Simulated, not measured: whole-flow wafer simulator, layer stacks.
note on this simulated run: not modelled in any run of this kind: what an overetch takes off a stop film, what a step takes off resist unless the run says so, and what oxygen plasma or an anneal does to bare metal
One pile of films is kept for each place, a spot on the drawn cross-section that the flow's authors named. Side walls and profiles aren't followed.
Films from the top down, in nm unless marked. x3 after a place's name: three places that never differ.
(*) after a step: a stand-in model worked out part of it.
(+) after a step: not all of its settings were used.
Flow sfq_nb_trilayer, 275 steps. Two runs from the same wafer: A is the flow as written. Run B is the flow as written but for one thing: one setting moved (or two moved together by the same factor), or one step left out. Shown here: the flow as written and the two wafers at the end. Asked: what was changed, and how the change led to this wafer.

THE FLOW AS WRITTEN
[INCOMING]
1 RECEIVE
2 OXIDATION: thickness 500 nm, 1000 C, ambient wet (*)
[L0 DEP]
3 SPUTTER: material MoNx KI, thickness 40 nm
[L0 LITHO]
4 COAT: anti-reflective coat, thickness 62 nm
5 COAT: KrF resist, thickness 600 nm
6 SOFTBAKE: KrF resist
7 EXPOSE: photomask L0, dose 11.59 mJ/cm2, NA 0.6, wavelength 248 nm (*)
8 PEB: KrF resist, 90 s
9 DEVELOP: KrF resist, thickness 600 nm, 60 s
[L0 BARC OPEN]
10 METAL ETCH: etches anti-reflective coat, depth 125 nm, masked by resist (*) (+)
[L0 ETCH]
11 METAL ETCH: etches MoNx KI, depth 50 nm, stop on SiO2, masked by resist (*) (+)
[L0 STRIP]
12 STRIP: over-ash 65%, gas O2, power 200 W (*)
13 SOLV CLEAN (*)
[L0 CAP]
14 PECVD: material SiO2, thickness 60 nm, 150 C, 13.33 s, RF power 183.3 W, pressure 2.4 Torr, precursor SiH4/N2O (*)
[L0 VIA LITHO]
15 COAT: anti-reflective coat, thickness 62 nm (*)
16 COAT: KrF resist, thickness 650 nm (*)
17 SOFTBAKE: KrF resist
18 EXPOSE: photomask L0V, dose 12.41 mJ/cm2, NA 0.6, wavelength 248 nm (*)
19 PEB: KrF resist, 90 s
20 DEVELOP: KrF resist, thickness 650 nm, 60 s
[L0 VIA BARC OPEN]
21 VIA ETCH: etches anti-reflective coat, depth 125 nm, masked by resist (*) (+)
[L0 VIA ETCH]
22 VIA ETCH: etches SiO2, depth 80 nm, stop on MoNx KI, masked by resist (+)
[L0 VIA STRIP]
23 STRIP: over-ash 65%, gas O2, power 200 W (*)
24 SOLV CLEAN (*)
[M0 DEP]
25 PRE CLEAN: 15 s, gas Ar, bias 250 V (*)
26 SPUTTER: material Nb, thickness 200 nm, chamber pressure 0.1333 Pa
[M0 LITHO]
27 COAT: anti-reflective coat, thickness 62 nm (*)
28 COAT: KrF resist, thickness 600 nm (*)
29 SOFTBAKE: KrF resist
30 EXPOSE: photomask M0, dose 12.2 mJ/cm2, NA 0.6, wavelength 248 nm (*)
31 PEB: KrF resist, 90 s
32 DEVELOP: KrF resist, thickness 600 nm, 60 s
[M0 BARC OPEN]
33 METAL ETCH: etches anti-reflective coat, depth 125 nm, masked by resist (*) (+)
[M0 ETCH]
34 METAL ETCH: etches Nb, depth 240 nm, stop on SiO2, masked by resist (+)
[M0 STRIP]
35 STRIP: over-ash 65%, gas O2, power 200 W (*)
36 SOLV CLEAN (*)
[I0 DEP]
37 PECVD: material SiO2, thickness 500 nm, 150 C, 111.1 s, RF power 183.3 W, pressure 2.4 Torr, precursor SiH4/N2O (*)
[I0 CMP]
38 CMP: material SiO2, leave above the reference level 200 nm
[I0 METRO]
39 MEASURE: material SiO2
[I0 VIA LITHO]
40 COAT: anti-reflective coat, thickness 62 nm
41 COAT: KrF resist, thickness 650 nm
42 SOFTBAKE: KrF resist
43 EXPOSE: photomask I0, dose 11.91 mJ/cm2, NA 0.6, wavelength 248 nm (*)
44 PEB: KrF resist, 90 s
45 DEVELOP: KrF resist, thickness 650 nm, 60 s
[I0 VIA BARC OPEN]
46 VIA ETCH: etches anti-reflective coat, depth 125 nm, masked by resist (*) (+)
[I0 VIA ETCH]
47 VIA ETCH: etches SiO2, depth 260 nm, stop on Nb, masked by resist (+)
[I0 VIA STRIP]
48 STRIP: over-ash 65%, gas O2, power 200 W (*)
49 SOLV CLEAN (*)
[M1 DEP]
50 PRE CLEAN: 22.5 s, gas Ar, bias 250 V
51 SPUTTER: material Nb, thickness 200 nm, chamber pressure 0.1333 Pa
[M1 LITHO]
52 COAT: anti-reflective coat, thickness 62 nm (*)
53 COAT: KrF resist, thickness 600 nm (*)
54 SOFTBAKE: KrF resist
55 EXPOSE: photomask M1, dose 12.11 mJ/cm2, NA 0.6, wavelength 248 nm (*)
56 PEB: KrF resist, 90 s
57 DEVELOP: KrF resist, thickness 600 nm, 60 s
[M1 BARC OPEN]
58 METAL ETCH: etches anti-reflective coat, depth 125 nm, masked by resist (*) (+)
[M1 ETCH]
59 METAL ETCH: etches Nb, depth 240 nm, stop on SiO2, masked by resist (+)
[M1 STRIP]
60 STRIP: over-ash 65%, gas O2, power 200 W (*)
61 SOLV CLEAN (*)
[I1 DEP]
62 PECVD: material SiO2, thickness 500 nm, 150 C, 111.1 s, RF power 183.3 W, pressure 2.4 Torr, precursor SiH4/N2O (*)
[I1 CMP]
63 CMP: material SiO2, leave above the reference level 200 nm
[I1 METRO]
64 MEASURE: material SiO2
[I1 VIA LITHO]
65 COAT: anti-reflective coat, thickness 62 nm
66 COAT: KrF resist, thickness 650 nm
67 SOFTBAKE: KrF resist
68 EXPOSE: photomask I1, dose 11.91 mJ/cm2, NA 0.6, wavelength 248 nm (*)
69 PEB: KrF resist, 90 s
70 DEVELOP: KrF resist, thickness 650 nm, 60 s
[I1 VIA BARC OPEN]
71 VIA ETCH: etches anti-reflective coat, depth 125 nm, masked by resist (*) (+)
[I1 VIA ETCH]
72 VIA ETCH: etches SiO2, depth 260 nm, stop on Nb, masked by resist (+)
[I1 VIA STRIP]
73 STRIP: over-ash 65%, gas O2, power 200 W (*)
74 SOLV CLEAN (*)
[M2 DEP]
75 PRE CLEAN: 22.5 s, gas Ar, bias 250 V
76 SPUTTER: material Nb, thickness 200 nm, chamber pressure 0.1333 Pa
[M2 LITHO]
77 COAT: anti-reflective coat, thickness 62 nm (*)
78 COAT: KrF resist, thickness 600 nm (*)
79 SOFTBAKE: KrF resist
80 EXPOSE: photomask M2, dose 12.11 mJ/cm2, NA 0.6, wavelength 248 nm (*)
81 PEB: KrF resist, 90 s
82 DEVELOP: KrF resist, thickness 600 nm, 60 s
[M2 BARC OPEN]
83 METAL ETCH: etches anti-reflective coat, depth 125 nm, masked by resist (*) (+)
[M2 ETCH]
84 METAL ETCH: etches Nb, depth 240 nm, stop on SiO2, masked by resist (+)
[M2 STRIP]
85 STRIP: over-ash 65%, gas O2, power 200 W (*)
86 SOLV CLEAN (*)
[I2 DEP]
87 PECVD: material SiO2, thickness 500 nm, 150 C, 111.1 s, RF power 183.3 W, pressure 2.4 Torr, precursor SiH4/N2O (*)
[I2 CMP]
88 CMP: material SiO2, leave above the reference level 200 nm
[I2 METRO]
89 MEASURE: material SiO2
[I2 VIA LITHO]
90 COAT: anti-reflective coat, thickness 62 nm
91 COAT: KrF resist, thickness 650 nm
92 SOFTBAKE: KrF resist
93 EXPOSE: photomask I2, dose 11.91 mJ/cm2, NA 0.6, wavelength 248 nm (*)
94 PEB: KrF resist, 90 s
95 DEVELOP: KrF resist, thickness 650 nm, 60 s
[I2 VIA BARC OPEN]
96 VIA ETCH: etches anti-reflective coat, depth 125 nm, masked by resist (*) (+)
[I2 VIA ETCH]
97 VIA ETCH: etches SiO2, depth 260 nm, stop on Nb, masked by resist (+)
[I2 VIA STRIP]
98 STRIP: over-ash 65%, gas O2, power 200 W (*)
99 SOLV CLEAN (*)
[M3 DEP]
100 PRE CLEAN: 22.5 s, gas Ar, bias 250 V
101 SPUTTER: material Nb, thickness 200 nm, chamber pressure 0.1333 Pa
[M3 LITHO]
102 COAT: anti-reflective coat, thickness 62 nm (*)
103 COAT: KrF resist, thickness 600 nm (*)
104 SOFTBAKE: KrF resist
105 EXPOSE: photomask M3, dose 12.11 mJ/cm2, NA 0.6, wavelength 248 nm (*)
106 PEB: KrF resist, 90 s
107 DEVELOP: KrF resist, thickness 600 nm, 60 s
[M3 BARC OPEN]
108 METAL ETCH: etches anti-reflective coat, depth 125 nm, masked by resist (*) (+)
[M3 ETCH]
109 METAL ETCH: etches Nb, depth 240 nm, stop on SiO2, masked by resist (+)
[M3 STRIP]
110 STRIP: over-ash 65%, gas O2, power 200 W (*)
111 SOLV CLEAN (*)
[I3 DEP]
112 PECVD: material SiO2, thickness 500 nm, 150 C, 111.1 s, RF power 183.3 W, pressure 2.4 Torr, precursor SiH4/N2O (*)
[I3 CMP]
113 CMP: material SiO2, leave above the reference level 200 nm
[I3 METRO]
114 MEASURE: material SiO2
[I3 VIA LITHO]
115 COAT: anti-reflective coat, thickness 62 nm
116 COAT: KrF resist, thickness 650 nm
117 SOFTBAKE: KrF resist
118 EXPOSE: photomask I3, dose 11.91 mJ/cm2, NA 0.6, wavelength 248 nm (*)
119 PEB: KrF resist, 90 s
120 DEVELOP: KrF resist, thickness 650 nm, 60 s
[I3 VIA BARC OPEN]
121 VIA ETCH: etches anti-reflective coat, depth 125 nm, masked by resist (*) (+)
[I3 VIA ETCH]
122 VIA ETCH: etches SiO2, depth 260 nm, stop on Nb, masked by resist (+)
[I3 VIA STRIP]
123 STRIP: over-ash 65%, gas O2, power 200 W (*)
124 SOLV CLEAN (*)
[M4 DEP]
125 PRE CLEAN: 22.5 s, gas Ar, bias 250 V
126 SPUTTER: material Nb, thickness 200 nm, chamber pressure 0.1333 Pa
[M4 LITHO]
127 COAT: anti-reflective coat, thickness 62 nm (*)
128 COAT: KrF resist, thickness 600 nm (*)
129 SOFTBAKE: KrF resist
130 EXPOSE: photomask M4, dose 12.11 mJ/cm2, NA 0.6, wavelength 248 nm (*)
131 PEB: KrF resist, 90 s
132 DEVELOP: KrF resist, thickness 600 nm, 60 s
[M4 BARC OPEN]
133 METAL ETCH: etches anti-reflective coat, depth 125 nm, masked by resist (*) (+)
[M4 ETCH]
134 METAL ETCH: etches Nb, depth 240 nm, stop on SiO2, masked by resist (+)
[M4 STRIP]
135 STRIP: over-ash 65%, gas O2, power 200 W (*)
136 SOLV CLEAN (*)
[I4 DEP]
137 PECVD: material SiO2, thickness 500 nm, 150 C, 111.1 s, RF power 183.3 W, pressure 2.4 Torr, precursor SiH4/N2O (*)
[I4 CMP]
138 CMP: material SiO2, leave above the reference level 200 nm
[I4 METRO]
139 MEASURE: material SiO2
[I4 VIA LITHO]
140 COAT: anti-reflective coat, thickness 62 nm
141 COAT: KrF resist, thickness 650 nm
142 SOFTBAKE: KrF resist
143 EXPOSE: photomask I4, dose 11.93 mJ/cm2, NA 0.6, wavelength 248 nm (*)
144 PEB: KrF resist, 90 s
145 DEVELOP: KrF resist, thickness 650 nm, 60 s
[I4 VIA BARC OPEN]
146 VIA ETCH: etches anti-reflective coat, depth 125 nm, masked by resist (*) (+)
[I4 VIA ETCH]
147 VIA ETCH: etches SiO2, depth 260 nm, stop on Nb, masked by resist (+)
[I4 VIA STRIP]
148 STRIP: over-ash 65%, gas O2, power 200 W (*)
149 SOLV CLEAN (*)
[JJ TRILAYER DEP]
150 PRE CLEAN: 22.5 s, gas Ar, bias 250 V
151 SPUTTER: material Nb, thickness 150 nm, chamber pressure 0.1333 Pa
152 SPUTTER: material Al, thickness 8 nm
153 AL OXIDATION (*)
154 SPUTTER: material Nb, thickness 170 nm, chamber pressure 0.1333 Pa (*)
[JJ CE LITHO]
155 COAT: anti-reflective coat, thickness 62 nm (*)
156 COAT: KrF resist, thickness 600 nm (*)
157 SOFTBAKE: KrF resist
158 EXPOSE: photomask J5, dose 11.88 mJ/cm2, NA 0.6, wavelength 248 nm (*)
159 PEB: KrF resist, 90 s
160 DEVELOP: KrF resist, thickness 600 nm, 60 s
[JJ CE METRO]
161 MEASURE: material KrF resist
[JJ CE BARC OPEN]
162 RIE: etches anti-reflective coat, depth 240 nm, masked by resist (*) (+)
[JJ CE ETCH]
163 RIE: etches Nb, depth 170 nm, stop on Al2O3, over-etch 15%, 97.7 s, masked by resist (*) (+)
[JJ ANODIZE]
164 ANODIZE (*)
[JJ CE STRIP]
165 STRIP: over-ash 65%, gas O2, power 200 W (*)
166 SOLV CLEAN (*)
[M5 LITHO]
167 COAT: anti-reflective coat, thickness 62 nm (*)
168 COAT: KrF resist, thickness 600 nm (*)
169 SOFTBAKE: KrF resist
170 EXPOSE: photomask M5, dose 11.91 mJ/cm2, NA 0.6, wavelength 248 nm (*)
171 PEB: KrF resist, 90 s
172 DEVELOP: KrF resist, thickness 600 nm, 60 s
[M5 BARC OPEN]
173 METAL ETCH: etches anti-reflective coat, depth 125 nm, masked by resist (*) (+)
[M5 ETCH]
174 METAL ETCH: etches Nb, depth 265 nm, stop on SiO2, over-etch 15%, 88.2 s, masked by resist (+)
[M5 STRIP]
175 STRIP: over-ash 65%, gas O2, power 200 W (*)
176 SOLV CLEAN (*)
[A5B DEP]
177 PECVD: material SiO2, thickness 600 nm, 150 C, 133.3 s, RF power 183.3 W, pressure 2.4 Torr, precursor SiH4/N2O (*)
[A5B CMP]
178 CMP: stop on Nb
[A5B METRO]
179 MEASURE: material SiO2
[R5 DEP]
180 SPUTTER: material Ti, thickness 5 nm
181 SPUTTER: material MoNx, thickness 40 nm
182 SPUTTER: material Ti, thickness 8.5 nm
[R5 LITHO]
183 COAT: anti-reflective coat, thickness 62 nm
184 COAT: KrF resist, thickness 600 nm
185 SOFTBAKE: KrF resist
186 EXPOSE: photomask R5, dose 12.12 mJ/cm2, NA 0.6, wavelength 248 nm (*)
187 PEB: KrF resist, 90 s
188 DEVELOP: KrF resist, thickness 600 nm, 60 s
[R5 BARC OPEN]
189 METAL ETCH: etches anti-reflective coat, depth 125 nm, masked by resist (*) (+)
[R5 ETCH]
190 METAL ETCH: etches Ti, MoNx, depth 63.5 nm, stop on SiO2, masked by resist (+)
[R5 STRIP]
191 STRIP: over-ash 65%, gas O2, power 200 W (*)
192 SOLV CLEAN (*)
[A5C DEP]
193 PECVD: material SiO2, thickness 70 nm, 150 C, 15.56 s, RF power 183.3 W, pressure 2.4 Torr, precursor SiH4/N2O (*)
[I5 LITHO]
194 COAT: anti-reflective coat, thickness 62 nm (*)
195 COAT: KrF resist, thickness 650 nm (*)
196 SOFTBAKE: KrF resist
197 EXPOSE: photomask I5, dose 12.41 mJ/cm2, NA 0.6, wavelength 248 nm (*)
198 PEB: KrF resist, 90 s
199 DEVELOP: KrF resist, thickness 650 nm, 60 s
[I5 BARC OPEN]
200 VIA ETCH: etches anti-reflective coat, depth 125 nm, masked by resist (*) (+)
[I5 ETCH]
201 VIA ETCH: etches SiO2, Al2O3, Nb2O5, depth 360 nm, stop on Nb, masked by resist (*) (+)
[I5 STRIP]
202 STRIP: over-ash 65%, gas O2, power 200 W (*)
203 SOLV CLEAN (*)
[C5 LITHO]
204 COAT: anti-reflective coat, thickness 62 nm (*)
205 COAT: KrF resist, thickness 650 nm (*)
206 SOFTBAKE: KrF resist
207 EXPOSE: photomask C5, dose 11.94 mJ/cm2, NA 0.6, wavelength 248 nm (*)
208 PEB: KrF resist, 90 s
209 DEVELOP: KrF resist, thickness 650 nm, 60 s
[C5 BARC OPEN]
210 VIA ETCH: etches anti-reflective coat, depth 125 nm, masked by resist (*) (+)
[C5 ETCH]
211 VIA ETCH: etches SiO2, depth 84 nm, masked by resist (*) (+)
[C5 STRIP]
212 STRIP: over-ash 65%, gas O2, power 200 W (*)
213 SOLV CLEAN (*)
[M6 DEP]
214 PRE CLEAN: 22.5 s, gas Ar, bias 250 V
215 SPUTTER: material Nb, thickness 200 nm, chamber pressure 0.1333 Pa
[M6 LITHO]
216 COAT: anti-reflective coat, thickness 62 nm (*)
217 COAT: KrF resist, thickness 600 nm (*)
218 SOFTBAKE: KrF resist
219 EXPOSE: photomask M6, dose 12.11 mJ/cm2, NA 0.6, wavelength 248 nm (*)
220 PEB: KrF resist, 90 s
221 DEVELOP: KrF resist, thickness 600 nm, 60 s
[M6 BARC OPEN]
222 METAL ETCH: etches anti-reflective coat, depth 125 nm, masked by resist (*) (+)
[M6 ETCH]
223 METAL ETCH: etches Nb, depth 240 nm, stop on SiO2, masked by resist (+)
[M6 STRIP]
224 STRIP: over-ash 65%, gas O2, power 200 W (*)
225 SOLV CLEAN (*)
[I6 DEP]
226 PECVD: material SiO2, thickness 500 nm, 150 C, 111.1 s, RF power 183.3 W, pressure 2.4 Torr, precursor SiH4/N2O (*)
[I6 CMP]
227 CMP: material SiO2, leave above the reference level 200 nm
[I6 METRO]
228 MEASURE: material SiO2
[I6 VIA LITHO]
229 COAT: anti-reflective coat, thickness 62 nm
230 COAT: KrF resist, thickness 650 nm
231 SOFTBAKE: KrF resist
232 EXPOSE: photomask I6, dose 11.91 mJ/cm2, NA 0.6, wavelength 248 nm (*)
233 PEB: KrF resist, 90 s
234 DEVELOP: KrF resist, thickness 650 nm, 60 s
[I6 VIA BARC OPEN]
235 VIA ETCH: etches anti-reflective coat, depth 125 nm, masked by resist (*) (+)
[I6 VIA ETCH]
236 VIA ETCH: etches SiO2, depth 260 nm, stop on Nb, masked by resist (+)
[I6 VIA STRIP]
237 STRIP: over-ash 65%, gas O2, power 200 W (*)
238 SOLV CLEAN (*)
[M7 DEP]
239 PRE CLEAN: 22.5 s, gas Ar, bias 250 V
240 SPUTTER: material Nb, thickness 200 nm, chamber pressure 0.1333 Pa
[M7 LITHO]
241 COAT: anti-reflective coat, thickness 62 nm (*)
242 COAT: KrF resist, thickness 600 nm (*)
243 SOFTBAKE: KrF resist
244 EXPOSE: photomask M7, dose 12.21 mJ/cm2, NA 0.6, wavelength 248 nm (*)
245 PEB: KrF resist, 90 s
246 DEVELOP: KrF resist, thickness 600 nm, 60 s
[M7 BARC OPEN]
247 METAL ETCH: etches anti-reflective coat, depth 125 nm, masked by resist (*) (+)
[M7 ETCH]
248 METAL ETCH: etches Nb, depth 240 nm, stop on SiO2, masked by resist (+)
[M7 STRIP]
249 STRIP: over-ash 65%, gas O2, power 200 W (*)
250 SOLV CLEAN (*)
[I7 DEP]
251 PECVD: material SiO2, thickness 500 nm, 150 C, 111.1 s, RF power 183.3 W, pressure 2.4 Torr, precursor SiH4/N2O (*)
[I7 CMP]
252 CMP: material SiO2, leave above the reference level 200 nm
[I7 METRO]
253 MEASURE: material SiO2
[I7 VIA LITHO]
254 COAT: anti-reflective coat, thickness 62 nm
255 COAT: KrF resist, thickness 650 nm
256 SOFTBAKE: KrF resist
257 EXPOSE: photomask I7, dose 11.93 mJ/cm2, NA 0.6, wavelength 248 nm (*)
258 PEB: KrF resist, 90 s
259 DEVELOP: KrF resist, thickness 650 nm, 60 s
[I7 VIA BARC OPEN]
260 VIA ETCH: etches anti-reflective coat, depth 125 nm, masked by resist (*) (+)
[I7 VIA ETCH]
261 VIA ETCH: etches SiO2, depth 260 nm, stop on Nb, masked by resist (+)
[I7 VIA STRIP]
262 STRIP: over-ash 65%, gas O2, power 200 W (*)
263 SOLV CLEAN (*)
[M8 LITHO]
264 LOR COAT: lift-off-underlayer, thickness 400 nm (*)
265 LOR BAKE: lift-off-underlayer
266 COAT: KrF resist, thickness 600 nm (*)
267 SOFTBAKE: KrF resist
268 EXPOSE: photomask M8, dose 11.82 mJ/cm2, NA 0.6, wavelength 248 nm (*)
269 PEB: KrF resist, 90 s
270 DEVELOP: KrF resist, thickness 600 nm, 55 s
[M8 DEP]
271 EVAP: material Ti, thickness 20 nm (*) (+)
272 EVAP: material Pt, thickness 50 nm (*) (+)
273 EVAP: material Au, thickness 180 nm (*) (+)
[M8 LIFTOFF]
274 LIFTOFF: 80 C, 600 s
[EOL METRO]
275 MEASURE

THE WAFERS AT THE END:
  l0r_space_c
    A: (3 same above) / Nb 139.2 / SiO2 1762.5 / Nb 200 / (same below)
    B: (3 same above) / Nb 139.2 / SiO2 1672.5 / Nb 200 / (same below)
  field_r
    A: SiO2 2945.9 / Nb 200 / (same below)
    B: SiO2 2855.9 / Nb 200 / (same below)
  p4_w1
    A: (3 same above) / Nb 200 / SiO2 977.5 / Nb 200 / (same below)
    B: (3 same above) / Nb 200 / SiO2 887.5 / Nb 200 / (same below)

The cause: step 38, CMP: leave above the reference level 110 nm was run, where the flow has leave above the reference level 200 nm.

How the change led to this, step by step:
  38 CMP: material SiO2, leave above the reference level 200 nm
      v_sur, via_wl, via_w and 94 more: A SiO2 -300 | B SiO2 -390
      field_l, l0_sur, l0r_line_l, l0r_line_c, l0r_line_r: A SiO2 -340 | B SiO2 -430
      (and at 4 more places)
  47 VIA ETCH: etches SiO2, depth 260 nm, stop on Nb, masked by resist (+)
      field_l, v_sur, via_wl and 102 more: A KrF resist -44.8 | B KrF resist -28.4
      via_w: A SiO2 -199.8 (all of it) | B SiO2 -109.8 (all of it)
  48 STRIP: over-ash 65%, gas O2, power 200 W (*)
      field_l, v_sur, via_wl and 102 more: A KrF resist -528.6 (all of it), anti-reflective coat -62 (all of it) | B KrF resist -545 (all of it), anti-reflective coat -62 (all of it)
  51 SPUTTER: material Nb, thickness 200 nm, chamber pressure 0.1333 Pa
      via_w: A Nb +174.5 | B Nb +192.5
  52 COAT: anti-reflective coat, thickness 62 nm (*)
      v_sur: A anti-reflective coat +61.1 (new film) | B anti-reflective coat +56.9 (new film)
      via_wl: A anti-reflective coat +33.8 (new film) | B anti-reflective coat +33.1 (new film)
      (and at 3 more places)
  53 COAT: KrF resist, thickness 600 nm (*)
      via_w: A KrF resist +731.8 (new film) | B KrF resist +653.8 (new film)
      via_wr: A KrF resist +602.1 (new film) | B KrF resist +614.4 (new film)
  60 STRIP: over-ash 65%, gas O2, power 200 W (*)
      v_sur: A KrF resist -365.9 (all of it), anti-reflective coat -61.1 (all of it) | B KrF resist -376.8 (all of it), anti-reflective coat -56.9 (all of it)
      via_wl: A KrF resist -385.5 (all of it), anti-reflective coat -33.8 (all of it) | B KrF resist -396.7 (all of it), anti-reflective coat -33.1 (all of it)
      (and at 3 more places)
  62 PECVD: material SiO2, thickness 500 nm, 150 C, 111.1 s, RF power 183.3 W, pressure 2.4 Torr, precursor SiH4/N2O (*)
      via_w: A SiO2 +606 (new film) | B SiO2 +500 (new film)
